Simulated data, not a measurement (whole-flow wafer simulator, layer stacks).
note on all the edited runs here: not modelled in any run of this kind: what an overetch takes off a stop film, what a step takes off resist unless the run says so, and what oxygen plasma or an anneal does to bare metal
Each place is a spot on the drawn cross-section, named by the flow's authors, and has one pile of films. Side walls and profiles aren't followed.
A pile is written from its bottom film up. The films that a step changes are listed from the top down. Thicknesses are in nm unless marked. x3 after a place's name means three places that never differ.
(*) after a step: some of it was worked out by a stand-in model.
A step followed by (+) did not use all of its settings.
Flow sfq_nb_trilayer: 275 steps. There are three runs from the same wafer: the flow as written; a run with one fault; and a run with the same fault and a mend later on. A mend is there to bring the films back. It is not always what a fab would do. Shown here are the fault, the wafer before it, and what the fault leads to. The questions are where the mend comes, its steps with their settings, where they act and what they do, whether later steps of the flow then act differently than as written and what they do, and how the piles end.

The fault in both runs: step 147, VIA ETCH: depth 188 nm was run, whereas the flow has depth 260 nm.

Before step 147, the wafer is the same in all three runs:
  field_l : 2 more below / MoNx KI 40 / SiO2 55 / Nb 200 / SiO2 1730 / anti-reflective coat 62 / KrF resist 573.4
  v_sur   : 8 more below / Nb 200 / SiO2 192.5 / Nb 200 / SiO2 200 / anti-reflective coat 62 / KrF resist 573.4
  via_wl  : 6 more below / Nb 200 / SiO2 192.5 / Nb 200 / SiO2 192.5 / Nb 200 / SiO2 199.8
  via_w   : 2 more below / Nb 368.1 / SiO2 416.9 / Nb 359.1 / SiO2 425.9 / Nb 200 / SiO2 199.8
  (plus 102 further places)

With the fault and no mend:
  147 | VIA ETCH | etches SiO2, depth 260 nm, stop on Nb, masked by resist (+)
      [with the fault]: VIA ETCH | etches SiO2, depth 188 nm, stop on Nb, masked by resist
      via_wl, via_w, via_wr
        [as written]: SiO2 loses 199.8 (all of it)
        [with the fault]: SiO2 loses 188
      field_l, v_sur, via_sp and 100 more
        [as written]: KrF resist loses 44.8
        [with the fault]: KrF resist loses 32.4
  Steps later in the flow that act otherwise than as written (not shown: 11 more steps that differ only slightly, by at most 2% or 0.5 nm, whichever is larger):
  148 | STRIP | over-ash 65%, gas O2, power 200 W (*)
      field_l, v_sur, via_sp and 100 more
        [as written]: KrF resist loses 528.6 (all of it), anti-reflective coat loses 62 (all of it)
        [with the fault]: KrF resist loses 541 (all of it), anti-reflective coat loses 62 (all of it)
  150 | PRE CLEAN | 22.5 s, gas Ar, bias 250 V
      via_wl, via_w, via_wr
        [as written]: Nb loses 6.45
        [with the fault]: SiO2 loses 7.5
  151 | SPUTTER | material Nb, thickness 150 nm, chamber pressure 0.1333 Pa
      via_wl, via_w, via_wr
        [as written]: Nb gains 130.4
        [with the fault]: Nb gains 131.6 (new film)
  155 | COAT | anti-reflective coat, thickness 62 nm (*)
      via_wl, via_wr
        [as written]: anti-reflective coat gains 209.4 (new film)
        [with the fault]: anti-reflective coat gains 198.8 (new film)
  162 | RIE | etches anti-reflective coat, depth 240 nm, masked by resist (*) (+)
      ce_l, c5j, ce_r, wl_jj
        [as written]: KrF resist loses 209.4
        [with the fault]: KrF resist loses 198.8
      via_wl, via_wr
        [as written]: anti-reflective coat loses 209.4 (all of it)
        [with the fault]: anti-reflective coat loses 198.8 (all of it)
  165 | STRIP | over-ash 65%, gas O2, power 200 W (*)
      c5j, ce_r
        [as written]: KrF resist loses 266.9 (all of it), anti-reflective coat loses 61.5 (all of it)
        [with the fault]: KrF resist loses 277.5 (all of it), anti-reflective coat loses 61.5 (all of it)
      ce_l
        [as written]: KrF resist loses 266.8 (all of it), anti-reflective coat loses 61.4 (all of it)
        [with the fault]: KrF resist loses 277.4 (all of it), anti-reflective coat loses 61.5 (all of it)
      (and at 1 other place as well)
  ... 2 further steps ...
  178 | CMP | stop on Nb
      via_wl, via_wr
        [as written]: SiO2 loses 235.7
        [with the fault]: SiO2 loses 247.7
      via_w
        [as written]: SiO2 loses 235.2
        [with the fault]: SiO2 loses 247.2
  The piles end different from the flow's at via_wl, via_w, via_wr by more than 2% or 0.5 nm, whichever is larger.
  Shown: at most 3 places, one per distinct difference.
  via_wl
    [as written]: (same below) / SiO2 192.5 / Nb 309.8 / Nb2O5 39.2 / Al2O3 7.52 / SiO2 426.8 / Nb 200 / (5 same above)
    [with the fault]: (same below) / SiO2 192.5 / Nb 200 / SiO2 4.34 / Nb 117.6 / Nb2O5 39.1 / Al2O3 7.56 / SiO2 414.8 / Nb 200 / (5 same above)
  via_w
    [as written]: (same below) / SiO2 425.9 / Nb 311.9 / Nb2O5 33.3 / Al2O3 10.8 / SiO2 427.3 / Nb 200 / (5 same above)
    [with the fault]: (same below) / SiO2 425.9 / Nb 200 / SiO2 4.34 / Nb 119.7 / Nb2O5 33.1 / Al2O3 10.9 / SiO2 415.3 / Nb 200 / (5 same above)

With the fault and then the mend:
  The mend stands after step 147.
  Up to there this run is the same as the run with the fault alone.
  147a | VIA ETCH | etches SiO2, depth 72 nm, stop on Nb, masked by resist (+) (a further turn of the flow's step 147, with different settings)
      field_l, v_sur, via_sp and 100 more
        KrF resist loses 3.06
      via_wl, via_w, via_wr
        SiO2 loses 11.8 (all of it)
  None of the later steps of the flow differs from how it acts as written, at any place that is followed, by more than 2% or 0.5 nm, whichever is larger.
  By the end, the piles equal the flow's at every place that both follow.
